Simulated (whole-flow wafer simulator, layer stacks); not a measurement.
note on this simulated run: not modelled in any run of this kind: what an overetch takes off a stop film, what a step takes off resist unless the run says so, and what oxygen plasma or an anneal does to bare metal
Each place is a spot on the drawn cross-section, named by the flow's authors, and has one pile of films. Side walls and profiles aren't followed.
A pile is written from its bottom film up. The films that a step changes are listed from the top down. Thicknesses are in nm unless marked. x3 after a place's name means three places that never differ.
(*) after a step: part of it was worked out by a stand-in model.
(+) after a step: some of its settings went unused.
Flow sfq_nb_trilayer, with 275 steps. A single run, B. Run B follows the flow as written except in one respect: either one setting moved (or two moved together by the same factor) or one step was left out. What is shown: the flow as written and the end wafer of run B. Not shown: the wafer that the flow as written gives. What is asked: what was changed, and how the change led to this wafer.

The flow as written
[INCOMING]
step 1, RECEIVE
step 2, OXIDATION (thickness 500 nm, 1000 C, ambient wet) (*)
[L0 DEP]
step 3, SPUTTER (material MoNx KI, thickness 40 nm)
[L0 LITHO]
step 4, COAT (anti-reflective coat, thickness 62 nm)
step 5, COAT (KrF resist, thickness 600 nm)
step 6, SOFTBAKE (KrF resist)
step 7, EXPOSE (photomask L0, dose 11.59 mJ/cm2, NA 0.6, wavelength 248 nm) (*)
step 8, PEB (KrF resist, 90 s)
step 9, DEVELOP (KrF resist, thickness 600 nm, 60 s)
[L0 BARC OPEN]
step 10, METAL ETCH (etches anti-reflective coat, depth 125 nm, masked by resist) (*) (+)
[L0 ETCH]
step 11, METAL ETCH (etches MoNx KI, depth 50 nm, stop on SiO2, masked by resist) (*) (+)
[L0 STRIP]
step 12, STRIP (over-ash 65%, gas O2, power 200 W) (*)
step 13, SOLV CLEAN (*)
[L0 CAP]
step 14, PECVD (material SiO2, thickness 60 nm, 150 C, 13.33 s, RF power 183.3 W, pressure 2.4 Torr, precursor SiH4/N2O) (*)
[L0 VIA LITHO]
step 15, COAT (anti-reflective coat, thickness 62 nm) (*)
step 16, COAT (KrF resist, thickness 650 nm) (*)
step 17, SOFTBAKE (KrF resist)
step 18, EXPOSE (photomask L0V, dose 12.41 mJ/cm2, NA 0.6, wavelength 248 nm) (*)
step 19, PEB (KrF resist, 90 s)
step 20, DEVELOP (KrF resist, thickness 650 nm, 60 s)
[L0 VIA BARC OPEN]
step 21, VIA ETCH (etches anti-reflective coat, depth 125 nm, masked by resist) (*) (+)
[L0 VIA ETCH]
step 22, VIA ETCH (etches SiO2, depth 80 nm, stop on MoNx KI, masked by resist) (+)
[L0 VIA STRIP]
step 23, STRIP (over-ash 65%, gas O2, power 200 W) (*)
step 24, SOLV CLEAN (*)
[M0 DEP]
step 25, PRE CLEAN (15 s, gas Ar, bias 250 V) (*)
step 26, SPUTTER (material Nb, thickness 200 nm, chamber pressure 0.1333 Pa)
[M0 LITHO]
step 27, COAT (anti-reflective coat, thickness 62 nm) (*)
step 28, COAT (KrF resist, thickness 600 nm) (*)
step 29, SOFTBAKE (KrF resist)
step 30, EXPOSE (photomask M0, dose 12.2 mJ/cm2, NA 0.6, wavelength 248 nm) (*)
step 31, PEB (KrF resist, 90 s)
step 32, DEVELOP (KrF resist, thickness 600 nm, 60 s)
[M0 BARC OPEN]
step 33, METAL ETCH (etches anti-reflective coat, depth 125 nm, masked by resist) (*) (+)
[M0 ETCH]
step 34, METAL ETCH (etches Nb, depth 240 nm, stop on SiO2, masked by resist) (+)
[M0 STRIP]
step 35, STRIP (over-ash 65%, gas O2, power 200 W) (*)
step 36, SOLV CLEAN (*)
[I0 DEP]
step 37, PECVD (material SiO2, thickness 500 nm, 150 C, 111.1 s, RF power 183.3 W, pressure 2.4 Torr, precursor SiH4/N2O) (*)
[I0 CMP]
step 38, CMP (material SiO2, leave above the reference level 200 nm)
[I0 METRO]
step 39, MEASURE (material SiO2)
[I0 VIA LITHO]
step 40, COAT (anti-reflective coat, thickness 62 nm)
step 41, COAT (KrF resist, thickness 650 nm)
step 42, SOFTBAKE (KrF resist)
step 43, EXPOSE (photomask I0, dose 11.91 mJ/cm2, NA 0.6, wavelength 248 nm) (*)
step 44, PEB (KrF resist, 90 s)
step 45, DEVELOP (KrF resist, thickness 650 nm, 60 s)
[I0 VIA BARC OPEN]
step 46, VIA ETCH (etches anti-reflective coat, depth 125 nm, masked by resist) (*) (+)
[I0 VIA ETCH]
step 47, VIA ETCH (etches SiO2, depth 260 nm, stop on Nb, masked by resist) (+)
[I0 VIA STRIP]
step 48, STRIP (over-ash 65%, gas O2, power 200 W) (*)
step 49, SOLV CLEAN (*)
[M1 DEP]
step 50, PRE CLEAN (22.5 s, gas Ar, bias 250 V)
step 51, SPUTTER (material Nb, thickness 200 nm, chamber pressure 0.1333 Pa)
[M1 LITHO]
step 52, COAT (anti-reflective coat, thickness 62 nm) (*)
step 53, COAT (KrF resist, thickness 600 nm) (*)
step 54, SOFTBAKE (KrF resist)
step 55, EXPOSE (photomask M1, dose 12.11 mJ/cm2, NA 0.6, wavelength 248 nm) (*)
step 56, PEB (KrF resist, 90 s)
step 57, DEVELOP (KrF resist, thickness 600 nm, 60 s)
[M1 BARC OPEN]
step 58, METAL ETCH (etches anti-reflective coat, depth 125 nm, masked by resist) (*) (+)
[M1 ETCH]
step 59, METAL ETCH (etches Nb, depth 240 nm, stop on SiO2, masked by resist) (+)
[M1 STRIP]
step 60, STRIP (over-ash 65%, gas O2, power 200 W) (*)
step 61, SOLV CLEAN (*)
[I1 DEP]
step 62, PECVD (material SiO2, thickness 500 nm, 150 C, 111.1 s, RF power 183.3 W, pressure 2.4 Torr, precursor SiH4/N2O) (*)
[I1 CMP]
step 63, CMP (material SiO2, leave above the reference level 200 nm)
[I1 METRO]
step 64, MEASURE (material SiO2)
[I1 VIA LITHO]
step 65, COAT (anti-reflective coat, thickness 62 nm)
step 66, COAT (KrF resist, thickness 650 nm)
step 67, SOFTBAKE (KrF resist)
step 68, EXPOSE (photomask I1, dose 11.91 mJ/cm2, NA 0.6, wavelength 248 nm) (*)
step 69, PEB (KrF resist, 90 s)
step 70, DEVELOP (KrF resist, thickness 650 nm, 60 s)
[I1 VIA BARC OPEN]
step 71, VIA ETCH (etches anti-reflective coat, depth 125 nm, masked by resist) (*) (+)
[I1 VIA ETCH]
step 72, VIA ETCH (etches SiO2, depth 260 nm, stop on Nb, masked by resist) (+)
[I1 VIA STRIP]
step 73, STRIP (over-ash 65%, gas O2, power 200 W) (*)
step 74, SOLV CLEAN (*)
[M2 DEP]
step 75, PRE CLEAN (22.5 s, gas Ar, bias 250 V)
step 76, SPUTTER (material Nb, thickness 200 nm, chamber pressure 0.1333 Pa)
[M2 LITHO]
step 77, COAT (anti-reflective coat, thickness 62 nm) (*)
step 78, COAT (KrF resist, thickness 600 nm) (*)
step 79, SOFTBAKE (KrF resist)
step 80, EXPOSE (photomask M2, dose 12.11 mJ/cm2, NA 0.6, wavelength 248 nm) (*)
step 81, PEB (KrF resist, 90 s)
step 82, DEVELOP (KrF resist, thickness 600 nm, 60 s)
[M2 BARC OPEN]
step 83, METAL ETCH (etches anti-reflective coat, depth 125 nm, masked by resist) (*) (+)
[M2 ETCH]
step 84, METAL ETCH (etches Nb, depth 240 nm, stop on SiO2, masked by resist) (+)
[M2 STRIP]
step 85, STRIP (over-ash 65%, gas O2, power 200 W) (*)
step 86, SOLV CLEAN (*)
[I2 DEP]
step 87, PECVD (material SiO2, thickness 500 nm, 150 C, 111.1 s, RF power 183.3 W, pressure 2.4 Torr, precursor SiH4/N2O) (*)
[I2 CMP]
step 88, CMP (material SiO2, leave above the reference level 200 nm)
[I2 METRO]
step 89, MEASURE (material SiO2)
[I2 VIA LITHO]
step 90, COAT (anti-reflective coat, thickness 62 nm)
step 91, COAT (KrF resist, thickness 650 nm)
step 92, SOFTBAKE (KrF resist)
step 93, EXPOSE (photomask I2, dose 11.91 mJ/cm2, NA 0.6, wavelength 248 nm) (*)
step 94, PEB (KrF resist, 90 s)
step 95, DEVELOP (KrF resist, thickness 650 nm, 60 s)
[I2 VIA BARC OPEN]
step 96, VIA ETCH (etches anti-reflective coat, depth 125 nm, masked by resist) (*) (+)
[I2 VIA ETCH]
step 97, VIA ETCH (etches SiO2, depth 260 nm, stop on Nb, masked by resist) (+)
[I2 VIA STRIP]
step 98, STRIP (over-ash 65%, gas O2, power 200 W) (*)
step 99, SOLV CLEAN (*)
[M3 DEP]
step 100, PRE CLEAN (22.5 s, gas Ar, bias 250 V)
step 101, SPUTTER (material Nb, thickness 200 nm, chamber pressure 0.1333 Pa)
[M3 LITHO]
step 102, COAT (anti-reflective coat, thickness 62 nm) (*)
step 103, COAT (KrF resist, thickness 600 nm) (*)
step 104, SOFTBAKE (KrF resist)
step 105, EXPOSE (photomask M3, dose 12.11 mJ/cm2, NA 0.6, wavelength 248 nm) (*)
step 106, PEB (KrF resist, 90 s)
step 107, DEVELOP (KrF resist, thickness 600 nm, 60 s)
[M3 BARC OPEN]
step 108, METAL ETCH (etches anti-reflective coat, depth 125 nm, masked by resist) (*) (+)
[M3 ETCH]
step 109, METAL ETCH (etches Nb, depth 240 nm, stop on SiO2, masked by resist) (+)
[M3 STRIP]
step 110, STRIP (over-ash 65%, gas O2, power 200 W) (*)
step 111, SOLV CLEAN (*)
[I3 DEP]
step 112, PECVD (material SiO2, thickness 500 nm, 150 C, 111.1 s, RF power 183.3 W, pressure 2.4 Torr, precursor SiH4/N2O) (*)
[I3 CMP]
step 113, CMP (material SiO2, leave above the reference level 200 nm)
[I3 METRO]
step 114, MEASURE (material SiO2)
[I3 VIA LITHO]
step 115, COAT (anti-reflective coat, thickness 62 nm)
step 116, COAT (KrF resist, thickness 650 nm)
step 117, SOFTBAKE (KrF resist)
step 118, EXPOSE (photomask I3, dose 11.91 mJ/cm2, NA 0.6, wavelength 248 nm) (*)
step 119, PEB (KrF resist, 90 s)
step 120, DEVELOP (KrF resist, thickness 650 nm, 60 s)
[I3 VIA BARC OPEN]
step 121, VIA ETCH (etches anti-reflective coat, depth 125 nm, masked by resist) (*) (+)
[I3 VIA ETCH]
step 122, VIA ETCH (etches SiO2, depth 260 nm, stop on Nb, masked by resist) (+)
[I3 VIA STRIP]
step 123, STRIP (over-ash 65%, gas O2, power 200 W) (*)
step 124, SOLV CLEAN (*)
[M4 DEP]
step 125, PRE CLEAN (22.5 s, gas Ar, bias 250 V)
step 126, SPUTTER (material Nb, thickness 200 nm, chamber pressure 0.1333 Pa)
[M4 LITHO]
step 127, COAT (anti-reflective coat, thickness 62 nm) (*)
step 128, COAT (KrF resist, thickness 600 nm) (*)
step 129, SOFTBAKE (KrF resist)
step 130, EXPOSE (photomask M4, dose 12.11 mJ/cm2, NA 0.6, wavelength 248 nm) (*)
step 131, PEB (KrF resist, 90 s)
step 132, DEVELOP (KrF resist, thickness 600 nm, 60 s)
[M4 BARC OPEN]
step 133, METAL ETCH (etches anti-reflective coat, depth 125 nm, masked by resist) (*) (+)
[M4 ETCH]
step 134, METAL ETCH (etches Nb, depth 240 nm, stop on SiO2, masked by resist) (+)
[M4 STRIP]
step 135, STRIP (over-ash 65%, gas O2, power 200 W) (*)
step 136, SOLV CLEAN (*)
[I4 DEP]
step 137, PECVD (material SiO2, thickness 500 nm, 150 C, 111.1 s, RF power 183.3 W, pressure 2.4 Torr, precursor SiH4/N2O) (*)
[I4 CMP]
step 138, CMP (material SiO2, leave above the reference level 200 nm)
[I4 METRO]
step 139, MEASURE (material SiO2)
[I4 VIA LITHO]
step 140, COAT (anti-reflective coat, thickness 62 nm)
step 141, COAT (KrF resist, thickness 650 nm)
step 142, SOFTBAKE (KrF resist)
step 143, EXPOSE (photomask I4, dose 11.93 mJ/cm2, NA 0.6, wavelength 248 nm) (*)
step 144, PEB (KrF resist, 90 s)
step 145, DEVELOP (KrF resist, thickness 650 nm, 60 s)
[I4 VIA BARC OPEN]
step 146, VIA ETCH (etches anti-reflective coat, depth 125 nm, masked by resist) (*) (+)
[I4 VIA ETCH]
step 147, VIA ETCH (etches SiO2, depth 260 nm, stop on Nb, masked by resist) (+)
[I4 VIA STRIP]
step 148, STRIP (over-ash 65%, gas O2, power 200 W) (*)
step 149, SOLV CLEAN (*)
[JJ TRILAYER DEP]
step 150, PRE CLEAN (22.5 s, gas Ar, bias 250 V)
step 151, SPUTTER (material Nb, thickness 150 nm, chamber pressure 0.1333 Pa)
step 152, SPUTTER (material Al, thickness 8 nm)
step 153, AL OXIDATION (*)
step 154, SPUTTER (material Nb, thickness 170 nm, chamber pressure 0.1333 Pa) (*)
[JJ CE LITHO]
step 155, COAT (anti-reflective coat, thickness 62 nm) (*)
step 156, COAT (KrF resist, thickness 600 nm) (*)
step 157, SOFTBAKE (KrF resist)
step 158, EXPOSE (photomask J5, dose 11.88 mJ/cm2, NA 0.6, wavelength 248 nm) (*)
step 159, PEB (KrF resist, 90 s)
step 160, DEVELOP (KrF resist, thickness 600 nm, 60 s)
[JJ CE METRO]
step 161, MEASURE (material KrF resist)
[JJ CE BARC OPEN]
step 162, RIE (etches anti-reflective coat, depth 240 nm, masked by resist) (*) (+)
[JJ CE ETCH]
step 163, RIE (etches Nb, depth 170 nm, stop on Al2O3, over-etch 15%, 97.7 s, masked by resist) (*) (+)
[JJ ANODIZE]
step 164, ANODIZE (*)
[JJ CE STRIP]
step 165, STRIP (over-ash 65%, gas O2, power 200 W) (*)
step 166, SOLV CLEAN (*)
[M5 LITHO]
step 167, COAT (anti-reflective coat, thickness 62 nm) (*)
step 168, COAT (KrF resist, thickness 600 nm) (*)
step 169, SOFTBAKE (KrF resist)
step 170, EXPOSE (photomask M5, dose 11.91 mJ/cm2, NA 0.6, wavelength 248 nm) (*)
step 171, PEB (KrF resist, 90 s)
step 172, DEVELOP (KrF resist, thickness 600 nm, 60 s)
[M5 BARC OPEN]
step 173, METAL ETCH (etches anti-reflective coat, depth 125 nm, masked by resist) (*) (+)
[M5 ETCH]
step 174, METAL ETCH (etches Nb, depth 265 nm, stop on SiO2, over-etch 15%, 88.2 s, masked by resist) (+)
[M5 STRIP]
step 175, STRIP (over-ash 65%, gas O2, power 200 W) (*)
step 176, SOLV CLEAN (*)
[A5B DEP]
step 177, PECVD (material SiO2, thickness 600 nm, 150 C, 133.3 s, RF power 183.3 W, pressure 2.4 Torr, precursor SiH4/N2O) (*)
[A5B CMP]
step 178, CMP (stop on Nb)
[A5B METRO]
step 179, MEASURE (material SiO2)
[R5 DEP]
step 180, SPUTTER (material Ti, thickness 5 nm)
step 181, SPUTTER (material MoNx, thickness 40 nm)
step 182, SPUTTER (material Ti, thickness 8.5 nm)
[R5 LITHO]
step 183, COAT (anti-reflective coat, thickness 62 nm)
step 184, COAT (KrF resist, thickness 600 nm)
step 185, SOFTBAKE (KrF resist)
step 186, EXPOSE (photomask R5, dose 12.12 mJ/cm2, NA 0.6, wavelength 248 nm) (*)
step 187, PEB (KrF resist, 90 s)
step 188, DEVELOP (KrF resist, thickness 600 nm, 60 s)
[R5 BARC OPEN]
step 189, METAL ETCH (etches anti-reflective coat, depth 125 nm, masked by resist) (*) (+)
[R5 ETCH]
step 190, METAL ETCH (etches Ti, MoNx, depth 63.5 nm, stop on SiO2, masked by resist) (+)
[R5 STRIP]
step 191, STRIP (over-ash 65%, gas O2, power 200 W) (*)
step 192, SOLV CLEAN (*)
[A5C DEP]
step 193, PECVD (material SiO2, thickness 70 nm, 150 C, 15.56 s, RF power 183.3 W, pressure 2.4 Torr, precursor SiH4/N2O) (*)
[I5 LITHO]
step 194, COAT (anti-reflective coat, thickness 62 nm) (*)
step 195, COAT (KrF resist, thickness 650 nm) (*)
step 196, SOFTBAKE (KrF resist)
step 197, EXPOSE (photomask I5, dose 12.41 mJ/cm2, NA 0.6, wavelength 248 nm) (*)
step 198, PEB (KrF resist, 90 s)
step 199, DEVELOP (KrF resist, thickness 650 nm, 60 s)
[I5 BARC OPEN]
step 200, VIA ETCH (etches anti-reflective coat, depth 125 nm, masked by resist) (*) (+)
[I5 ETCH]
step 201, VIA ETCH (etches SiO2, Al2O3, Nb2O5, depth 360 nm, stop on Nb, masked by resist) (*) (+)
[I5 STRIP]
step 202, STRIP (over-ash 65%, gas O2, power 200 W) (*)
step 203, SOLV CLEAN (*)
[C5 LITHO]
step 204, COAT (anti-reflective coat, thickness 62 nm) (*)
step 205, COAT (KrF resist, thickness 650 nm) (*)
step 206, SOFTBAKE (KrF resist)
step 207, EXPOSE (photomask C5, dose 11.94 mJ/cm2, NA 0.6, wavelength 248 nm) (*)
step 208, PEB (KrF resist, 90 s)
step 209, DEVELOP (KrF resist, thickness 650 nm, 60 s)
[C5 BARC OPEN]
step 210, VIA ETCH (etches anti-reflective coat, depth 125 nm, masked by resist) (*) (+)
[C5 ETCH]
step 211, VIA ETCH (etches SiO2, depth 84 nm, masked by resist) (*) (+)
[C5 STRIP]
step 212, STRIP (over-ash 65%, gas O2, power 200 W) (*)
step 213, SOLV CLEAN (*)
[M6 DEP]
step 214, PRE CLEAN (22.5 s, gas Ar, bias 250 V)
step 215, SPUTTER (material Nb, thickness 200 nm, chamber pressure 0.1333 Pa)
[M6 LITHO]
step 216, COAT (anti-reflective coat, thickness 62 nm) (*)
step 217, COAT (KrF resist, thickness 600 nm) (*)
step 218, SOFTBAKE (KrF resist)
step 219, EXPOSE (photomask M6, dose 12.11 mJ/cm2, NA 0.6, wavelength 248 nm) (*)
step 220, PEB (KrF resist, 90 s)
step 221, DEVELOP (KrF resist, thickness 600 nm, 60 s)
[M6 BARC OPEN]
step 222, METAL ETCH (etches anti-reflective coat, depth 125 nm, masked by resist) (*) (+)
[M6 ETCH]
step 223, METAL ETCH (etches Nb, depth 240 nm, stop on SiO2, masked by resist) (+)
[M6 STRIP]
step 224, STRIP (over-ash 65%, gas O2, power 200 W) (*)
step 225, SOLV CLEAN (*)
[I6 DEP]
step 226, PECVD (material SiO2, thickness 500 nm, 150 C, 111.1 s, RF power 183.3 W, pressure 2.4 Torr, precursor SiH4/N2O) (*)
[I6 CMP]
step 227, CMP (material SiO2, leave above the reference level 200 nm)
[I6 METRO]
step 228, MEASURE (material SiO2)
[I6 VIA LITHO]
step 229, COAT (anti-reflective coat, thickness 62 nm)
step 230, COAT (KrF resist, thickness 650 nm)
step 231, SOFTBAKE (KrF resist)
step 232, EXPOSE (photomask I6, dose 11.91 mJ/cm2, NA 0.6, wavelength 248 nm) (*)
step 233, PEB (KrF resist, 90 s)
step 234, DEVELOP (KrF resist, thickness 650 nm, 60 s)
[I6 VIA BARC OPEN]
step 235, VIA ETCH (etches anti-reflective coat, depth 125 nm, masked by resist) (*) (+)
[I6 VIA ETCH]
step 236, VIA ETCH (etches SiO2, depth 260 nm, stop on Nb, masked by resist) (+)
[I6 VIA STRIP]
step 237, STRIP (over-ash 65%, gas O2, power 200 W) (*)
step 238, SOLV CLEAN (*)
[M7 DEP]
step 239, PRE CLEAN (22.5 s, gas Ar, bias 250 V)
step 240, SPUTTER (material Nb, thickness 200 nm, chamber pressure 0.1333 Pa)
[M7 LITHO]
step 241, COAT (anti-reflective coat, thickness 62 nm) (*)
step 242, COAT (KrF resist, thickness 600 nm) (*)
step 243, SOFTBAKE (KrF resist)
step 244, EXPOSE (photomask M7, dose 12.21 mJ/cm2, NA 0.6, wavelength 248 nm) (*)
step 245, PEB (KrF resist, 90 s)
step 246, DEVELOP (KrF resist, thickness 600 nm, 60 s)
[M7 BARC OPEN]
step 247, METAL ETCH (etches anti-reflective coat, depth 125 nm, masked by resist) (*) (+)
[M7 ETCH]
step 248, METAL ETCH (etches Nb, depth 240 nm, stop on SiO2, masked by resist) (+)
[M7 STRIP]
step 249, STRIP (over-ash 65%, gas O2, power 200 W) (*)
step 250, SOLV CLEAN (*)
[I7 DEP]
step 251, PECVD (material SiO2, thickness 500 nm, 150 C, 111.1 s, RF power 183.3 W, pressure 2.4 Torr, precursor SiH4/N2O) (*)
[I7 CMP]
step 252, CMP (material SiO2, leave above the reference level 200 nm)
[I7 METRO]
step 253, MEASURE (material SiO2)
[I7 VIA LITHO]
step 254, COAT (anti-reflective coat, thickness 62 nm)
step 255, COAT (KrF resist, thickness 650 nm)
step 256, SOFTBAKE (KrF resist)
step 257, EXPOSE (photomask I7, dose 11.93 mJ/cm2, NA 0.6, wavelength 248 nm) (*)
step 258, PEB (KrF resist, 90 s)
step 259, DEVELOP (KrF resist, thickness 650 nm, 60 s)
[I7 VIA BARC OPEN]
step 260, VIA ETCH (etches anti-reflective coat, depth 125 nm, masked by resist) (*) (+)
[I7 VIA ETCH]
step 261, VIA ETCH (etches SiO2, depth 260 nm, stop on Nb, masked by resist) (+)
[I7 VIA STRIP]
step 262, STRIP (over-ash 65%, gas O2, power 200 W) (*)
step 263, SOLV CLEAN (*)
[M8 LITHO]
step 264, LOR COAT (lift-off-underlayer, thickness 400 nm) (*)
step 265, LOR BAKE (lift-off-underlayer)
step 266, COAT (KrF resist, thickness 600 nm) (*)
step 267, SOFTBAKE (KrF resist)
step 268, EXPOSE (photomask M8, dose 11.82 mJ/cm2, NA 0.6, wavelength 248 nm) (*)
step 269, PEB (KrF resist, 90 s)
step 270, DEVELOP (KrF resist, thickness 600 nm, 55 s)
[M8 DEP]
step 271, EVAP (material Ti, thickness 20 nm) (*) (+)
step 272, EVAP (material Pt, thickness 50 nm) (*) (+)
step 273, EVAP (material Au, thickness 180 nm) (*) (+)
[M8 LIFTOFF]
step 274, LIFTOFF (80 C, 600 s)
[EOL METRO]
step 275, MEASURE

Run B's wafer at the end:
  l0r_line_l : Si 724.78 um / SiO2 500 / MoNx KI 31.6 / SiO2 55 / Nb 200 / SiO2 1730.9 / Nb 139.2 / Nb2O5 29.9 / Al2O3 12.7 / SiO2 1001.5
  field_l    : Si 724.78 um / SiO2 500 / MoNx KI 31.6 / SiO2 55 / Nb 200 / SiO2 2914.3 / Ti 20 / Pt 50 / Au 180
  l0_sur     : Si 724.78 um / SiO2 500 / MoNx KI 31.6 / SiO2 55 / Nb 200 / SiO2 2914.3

What caused this: step 3, SPUTTER: thickness 31.6 nm was run, while the flow as written has thickness 40 nm.
The wafer lets one read it off: l0r_line_l has MoNx KI 31.6, and step 3 as written asks for 40 nm.

The path from the change to this, step by step:
  step 3, SPUTTER (material MoNx KI, thickness 40 nm)
      field_l, v_sur, via_wl and 103 more: MoNx KI gains 31.6 (new film) (it would be, as written: MoNx KI gains 40 (new film))
  step 11, METAL ETCH (etches MoNx KI, depth 50 nm, stop on SiO2, masked by resist) (*) (+)
      v_sur, via_wl, via_w and 97 more: MoNx KI loses 31.6 (all of it) (it would be, as written: MoNx KI loses 40 (all of it))
      field_l, l0_sur, l0v, l0r_line_l, l0r_line_c, l0r_line_r: KrF resist loses 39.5 (it would be, as written: KrF resist loses 41.7)
  step 15, COAT (anti-reflective coat, thickness 62 nm) (*)
      v_sur: anti-reflective coat gains 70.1 (new film) (it would be, as written: anti-reflective coat gains 72.2 (new film))
      l0_sur: anti-reflective coat gains 55.7 (new film) (it would be, as written: anti-reflective coat gains 54.2 (new film))
      (as well as at 1 more place)
  step 23, STRIP (over-ash 65%, gas O2, power 200 W) (*)
      v_sur: KrF resist loses 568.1 (all of it), anti-reflective coat loses 70.1 (all of it) (it would be, as written: KrF resist loses 570.5 (all of it), anti-reflective coat loses 72.2 (all of it))
      l0_sur: KrF resist loses 554.4 (all of it), anti-reflective coat loses 55.7 (all of it) (it would be, as written: KrF resist loses 552.8 (all of it), anti-reflective coat loses 54.2 (all of it))
      (as well as at 1 more place)
  step 27, COAT (anti-reflective coat, thickness 62 nm) (*)
      v_sur: anti-reflective coat gains 70.2 (new film) (it would be, as written: anti-reflective coat gains 72.3 (new film))
      l0_sur: anti-reflective coat gains 48.7 (new film) (it would be, as written: anti-reflective coat gains 47.5 (new film))
      (as well as at 1 more place)
  step 35, STRIP (over-ash 65%, gas O2, power 200 W) (*)
      v_sur: KrF resist loses 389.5 (all of it), anti-reflective coat loses 70.2 (all of it) (it would be, as written: KrF resist loses 391.6 (all of it), anti-reflective coat loses 72.3 (all of it))
      l0_sur: KrF resist loses 374 (all of it), anti-reflective coat loses 48.7 (all of it) (it would be, as written: KrF resist loses 372 (all of it), anti-reflective coat loses 47.5 (all of it))
      (as well as at 1 more place)
  step 38, CMP (material SiO2, leave above the reference level 200 nm)
      field_l, l0_sur, l0r_line_l, l0r_line_c, l0r_line_r: SiO2 loses 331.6 (it would be, as written: SiO2 loses 340)
      l0v: SiO2 loses 269.4 (it would be, as written: SiO2 loses 277.8)
